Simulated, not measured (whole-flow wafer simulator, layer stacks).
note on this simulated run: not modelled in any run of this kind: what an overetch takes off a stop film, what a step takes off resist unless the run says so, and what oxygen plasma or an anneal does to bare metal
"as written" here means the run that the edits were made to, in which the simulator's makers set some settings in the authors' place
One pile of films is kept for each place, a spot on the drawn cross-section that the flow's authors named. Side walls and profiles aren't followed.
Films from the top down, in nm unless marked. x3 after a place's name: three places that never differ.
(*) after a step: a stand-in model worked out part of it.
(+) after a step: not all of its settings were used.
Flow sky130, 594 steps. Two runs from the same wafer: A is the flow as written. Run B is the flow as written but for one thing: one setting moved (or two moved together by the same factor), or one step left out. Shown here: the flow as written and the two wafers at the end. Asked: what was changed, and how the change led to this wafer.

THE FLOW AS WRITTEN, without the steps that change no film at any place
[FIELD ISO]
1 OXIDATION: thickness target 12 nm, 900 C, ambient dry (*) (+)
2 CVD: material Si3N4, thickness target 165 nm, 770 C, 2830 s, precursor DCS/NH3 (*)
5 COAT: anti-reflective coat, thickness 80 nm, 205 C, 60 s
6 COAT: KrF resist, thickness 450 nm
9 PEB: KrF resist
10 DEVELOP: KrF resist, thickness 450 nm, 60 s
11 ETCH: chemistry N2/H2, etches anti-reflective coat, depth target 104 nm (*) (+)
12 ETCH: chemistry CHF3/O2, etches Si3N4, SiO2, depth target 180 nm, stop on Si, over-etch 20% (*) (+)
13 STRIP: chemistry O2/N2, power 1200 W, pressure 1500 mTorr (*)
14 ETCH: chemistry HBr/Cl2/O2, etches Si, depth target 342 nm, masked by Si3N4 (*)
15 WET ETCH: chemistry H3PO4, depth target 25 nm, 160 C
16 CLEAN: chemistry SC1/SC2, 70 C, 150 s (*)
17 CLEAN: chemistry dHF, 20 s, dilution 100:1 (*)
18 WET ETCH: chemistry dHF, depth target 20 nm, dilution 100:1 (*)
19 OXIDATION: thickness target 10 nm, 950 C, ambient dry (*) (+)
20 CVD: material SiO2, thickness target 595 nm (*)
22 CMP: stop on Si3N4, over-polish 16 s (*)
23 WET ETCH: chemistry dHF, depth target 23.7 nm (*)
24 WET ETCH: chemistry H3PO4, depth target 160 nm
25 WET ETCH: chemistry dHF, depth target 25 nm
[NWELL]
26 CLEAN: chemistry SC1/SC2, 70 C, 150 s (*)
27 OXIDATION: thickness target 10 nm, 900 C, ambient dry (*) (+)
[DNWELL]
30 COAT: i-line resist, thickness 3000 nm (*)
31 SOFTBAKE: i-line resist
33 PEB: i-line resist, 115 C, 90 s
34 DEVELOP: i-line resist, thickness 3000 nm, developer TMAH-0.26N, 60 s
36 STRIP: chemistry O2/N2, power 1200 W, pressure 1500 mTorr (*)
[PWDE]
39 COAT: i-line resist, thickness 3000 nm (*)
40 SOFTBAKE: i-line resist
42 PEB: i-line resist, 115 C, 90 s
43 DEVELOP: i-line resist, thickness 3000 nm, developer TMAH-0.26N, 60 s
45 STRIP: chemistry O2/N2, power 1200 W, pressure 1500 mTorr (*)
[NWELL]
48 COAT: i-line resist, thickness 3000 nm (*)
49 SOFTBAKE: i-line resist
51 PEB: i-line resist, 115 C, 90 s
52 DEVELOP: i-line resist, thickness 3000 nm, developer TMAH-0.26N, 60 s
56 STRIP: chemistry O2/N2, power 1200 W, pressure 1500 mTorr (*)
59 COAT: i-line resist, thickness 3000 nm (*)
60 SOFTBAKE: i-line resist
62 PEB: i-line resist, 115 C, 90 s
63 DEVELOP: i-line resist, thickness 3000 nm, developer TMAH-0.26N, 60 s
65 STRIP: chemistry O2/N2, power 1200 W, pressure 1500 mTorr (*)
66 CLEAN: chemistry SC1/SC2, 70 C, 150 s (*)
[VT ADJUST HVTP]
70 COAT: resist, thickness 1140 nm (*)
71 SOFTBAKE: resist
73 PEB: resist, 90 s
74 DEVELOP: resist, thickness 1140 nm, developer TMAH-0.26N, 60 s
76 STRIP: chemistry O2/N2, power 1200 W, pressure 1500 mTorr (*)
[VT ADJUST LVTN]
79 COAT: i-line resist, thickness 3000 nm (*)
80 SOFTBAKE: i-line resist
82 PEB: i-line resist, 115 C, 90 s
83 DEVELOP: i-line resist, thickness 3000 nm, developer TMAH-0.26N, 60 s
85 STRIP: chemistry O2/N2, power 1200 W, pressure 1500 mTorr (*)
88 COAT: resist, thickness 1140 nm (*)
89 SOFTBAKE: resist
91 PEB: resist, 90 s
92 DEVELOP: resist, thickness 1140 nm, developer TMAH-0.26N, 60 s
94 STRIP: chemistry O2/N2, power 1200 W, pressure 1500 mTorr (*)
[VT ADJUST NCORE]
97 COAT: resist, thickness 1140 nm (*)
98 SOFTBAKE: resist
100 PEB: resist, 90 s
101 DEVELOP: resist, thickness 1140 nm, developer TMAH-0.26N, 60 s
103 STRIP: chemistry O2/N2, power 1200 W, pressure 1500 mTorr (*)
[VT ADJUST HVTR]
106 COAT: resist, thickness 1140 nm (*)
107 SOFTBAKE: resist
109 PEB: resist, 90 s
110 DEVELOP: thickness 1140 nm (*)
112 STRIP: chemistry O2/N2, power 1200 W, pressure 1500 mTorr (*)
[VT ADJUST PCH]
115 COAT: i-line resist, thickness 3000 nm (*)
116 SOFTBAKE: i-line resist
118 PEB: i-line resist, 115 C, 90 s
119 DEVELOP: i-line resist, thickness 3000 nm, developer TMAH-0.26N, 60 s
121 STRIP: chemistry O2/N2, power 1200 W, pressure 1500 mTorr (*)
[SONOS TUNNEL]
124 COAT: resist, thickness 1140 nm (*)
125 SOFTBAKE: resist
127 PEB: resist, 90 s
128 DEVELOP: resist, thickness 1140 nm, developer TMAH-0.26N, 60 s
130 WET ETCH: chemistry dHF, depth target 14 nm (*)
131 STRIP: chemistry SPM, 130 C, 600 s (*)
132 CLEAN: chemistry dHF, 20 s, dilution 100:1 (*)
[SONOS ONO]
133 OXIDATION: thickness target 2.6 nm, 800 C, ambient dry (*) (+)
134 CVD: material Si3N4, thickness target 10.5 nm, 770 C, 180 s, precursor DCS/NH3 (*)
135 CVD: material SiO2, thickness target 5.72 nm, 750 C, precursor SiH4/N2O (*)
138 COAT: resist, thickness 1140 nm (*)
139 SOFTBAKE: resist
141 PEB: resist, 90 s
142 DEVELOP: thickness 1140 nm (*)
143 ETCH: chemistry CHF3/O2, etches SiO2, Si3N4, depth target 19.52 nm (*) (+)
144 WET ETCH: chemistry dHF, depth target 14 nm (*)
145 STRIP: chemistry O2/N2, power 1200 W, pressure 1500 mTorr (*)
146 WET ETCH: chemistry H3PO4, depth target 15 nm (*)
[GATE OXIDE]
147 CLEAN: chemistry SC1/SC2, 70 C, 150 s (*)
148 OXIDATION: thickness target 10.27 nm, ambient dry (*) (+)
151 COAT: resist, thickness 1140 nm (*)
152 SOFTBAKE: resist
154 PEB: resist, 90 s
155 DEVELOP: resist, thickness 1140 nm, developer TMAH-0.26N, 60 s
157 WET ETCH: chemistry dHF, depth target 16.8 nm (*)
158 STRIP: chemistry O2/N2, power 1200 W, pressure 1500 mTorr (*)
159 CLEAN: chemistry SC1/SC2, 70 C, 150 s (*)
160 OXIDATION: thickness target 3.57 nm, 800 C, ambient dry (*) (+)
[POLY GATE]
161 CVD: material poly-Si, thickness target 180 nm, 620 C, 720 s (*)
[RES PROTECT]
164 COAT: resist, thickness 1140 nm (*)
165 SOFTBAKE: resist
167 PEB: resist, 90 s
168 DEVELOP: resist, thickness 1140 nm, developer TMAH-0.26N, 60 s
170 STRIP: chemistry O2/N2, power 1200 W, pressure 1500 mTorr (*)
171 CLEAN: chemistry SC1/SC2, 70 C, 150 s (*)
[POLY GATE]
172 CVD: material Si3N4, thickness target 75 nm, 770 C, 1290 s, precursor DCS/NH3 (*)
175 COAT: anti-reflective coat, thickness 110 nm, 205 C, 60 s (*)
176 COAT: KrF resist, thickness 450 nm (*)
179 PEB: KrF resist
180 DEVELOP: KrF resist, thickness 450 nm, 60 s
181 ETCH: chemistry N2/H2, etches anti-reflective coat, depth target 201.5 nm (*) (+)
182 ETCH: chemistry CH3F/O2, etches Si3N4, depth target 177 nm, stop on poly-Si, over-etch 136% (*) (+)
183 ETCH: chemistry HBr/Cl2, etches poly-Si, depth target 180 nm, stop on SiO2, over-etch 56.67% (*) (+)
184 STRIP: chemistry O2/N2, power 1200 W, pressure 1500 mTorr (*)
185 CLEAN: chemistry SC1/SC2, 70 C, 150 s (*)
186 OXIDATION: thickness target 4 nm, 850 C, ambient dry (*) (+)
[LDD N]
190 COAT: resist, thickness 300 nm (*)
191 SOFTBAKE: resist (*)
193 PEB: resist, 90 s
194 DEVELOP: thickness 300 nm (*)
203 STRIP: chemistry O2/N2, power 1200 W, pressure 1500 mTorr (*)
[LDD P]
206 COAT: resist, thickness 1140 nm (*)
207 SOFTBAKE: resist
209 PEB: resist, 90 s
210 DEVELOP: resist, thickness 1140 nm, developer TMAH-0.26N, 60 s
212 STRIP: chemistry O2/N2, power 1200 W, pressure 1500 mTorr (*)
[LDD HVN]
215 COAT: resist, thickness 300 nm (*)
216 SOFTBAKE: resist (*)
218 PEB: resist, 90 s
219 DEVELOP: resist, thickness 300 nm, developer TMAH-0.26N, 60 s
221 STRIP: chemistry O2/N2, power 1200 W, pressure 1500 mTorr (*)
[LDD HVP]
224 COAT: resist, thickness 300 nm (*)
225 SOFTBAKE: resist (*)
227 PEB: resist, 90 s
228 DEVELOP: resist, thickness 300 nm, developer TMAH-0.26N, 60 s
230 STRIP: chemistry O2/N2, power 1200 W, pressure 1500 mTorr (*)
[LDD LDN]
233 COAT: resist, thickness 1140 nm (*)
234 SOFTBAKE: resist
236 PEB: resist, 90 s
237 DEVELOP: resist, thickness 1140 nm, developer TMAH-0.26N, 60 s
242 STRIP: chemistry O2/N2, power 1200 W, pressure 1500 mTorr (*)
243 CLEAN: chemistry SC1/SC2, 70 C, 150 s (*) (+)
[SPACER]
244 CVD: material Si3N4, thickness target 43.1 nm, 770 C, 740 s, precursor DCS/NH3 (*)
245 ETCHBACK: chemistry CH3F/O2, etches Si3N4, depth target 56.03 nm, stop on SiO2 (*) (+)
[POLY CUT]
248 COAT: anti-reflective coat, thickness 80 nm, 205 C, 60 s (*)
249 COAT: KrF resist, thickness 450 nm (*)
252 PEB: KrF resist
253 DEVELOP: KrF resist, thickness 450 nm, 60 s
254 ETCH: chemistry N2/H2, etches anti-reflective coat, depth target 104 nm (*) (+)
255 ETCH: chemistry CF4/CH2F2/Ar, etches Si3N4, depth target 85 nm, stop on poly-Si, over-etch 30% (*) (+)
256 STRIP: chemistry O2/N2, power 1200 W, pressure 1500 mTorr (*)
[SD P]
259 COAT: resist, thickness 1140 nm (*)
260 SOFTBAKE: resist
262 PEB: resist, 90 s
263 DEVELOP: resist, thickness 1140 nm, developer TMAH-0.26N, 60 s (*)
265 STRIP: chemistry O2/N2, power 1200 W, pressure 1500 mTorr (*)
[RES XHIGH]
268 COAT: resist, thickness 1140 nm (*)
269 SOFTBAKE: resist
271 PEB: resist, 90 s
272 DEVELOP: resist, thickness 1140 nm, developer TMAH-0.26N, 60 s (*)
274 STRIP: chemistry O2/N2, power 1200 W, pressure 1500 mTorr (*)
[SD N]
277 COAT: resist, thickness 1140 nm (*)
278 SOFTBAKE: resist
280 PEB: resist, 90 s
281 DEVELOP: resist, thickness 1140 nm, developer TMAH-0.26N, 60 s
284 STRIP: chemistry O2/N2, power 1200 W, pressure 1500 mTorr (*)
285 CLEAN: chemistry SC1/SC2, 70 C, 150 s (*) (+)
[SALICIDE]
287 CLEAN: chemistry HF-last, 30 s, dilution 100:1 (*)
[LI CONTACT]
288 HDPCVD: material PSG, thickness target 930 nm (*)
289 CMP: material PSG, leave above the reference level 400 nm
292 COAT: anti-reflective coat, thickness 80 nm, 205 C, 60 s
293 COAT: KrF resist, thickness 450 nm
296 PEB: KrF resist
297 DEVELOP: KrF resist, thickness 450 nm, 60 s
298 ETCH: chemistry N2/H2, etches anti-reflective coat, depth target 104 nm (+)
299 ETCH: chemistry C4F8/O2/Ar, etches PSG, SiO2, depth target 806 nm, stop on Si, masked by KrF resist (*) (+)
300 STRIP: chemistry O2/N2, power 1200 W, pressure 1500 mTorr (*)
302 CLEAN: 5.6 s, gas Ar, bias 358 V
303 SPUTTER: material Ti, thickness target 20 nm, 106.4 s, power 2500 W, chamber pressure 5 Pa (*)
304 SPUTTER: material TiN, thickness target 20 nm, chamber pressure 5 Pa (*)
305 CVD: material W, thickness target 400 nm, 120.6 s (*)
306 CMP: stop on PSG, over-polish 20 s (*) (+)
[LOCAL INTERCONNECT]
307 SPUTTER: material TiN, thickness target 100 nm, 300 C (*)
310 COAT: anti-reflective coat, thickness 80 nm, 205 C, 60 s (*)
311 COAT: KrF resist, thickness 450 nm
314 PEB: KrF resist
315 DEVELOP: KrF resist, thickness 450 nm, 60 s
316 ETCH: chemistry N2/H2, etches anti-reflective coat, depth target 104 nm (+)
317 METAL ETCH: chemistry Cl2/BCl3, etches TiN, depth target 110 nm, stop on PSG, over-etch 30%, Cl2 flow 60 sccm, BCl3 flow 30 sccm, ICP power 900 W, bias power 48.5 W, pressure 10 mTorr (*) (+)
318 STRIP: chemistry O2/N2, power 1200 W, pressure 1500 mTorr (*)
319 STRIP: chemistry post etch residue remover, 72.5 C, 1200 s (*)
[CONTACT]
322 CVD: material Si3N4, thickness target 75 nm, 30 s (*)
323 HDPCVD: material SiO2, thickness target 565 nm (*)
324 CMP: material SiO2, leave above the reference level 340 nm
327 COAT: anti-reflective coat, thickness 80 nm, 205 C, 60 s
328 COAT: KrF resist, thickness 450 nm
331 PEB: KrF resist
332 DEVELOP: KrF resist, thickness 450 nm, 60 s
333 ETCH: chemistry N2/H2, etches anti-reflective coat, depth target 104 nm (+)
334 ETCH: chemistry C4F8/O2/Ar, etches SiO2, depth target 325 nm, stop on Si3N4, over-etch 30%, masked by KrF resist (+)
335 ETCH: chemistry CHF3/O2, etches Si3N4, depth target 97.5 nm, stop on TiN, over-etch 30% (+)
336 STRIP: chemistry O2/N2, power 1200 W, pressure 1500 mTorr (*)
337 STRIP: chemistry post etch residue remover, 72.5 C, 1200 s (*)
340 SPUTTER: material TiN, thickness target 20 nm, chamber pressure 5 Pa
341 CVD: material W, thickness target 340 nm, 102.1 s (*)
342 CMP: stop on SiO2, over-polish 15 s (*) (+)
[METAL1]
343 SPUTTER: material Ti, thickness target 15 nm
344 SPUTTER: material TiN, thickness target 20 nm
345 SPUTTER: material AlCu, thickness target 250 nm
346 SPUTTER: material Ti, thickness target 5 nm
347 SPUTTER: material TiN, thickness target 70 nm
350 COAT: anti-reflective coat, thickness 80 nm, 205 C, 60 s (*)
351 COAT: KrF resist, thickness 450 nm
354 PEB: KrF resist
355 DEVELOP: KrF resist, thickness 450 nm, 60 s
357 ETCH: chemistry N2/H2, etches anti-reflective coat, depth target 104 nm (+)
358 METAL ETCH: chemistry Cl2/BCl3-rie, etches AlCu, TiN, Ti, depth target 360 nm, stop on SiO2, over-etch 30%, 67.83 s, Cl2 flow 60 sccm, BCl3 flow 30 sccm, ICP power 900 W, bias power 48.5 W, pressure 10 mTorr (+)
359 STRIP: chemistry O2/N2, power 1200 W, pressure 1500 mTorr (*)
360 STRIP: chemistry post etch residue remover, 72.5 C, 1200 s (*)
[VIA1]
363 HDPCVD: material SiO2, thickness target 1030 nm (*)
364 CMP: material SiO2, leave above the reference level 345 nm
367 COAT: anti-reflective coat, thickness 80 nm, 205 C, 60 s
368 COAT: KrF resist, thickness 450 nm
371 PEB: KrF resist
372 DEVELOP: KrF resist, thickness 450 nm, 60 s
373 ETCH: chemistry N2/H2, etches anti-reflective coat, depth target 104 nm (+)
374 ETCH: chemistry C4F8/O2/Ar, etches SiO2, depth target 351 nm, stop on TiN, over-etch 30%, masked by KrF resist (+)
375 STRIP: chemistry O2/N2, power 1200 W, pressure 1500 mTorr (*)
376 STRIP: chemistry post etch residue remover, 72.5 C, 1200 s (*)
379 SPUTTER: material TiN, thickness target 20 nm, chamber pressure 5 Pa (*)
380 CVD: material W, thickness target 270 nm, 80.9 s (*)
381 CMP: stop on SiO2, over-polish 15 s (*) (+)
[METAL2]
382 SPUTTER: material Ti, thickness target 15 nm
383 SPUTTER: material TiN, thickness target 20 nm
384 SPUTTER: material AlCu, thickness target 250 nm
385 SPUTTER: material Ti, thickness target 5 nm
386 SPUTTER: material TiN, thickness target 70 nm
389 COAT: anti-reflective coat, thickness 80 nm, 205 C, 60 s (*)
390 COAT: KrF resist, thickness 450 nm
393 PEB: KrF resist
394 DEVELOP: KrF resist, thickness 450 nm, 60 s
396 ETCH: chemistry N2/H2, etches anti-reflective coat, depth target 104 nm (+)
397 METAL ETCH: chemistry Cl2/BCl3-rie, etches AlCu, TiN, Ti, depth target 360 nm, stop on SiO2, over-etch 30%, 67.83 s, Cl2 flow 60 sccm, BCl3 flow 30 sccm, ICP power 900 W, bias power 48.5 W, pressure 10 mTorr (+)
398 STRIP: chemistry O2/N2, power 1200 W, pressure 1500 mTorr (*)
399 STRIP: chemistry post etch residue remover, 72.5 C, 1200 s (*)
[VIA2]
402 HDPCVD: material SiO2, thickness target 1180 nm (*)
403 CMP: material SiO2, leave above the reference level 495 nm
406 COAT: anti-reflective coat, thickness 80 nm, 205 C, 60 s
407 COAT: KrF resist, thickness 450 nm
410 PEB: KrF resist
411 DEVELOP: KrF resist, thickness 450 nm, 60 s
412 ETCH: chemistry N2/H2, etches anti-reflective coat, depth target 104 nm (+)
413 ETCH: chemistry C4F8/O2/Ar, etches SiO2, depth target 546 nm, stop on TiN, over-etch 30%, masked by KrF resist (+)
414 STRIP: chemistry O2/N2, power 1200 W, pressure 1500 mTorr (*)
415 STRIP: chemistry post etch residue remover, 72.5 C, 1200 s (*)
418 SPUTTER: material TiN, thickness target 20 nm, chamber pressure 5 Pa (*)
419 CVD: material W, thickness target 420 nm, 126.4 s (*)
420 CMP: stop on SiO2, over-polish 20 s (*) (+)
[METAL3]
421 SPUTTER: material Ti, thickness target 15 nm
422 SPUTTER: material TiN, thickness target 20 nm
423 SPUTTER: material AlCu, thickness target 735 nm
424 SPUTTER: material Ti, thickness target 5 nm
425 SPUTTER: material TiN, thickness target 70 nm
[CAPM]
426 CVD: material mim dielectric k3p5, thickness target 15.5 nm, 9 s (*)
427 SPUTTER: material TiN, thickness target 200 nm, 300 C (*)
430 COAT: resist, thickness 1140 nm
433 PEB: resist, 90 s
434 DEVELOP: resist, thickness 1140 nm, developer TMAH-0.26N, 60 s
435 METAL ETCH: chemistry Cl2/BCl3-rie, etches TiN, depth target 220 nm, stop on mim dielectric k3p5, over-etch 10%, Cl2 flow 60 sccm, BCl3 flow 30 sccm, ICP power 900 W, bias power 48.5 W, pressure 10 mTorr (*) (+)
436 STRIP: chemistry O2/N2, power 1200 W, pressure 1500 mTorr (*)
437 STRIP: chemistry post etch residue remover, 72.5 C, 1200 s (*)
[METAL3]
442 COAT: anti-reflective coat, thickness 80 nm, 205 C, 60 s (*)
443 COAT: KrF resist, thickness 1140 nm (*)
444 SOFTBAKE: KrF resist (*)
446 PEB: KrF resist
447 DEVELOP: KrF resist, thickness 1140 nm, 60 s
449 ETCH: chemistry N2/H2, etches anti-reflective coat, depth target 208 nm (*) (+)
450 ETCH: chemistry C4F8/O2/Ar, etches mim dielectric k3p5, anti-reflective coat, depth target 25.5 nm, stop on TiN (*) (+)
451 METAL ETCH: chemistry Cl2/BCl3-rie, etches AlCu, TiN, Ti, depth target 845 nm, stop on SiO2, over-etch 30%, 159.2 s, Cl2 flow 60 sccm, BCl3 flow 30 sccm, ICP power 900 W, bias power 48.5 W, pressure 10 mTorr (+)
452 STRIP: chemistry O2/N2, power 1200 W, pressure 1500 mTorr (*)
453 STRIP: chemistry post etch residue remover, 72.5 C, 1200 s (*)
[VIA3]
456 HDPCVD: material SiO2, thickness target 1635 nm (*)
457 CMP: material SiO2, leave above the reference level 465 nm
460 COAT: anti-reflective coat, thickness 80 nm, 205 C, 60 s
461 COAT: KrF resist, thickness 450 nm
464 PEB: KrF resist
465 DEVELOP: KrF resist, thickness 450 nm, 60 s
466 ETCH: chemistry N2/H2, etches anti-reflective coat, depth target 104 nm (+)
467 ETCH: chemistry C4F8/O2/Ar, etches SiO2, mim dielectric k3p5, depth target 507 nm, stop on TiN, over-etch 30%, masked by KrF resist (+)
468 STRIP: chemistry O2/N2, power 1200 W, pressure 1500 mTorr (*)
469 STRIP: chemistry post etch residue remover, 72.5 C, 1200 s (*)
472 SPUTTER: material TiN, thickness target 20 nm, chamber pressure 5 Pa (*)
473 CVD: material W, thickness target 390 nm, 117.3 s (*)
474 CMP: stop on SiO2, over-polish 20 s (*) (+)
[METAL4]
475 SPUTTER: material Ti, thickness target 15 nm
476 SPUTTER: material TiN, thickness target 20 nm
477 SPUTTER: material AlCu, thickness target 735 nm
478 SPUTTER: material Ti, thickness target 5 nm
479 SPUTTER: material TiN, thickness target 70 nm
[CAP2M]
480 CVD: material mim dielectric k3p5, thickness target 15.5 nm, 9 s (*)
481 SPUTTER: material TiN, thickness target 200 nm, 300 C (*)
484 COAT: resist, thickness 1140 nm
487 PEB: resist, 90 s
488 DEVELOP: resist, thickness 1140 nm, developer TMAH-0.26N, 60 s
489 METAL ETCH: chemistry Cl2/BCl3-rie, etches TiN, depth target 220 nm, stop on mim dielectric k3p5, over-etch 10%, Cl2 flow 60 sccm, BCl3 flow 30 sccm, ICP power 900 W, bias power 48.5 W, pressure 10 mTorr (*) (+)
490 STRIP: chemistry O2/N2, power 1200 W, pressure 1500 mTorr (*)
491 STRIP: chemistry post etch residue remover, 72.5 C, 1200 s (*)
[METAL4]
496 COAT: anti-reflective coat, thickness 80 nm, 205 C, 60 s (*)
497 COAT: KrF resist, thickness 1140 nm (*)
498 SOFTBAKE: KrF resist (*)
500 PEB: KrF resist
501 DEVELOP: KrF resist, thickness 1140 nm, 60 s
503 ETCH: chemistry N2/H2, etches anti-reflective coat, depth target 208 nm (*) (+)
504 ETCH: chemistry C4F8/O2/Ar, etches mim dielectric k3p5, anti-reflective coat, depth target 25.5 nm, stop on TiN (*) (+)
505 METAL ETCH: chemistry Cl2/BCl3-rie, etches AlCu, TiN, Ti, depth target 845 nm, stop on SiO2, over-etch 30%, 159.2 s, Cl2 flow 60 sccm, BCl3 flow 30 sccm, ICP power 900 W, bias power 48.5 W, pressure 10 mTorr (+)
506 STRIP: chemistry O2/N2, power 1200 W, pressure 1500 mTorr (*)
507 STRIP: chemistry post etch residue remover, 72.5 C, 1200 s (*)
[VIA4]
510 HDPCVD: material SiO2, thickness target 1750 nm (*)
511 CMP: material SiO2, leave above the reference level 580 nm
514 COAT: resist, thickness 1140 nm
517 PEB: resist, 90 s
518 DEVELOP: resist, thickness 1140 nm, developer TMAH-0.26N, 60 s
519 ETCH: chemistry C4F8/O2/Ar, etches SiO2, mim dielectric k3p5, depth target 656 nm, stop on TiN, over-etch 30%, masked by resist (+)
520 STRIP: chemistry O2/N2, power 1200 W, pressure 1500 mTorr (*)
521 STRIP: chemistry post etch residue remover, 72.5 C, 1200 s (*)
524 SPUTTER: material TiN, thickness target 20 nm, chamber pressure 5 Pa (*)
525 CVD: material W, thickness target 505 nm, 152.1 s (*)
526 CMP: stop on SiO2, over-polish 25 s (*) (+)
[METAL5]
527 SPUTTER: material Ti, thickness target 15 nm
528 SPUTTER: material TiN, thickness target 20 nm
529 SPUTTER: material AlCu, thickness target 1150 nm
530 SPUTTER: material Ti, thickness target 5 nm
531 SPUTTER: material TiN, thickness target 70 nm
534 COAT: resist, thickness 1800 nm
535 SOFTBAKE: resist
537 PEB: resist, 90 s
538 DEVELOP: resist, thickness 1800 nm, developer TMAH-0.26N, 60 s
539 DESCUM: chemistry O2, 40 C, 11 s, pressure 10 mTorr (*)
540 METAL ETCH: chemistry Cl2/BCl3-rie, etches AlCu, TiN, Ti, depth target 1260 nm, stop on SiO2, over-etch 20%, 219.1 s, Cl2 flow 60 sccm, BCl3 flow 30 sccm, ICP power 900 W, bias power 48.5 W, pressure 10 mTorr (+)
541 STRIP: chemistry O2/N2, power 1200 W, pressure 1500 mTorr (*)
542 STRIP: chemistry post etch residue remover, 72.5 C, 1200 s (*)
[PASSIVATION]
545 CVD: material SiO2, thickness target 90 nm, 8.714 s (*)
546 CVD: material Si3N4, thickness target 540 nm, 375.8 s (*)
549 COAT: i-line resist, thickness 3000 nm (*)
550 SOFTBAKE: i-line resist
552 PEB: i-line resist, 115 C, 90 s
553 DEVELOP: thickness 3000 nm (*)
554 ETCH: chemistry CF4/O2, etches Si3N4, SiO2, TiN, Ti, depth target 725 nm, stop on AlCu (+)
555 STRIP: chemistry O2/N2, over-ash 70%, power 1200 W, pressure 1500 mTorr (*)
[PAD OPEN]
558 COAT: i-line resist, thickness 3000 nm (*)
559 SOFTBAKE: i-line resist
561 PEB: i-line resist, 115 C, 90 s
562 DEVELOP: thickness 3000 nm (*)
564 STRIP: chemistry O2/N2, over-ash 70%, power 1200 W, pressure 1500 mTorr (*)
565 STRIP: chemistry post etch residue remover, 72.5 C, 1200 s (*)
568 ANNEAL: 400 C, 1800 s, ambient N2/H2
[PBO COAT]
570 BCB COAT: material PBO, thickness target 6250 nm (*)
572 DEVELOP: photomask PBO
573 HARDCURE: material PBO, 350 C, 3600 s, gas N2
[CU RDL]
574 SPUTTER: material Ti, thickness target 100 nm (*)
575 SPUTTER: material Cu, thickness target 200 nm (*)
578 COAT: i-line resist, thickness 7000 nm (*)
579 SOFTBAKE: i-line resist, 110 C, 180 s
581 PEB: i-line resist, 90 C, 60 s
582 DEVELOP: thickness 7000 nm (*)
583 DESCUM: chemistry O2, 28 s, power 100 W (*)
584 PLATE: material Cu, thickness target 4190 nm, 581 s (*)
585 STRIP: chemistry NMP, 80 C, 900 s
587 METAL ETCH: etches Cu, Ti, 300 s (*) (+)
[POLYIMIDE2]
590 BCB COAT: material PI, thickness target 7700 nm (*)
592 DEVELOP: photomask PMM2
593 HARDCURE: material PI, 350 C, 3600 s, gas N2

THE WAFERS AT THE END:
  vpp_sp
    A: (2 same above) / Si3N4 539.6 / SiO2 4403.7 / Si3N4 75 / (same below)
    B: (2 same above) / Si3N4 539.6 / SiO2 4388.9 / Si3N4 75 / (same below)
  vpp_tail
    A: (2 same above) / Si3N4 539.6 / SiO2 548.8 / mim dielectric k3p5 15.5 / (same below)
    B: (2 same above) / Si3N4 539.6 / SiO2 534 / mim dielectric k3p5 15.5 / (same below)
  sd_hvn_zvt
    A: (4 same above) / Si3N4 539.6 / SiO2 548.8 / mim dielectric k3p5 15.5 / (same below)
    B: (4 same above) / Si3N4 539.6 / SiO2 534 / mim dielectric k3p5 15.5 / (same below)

The cause: step 540, METAL ETCH: over-etch 31.8% was run, where the flow has over-etch 20%.

How the change led to this, step by step:
  540 METAL ETCH: chemistry Cl2/BCl3-rie, etches AlCu, TiN, Ti, depth target 1260 nm, stop on SiO2, over-etch 20%, 219.1 s, Cl2 flow 60 sccm, BCl3 flow 30 sccm, ICP power 900 W, bias power 48.5 W, pressure 10 mTorr (+)
      field, active, gate and 175 more: A TiN -70 (all of it), Ti -5 (all of it), AlCu -1150 (all of it), TiN -20 (all of it), Ti -15 (all of it), SiO2 -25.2 | B TiN -70 (all of it), Ti -5 (all of it), AlCu -1150 (all of it), TiN -20 (all of it), Ti -15 (all of it), SiO2 -40.1
      n_well, p_well, sd_n and 12 more: A resist -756 | B resist -830.3
  541 STRIP: chemistry O2/N2, power 1200 W, pressure 1500 mTorr (*)
      n_well, p_well, sd_n and 9 more: A resist -926.4 (all of it) | B resist -852.1 (all of it)
      m1: A resist -928.4 (all of it) | B resist -854 (all of it)
      (and at 2 more places)
  578 COAT: i-line resist, thickness 7000 nm (*)
      pad: A i-line resist +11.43 um (new film) | B i-line resist +11.42 um (new film)
  582 DEVELOP: thickness 7000 nm (*)
      pad: A i-line resist -11.43 um (all of it) | B i-line resist -11.42 um (all of it)
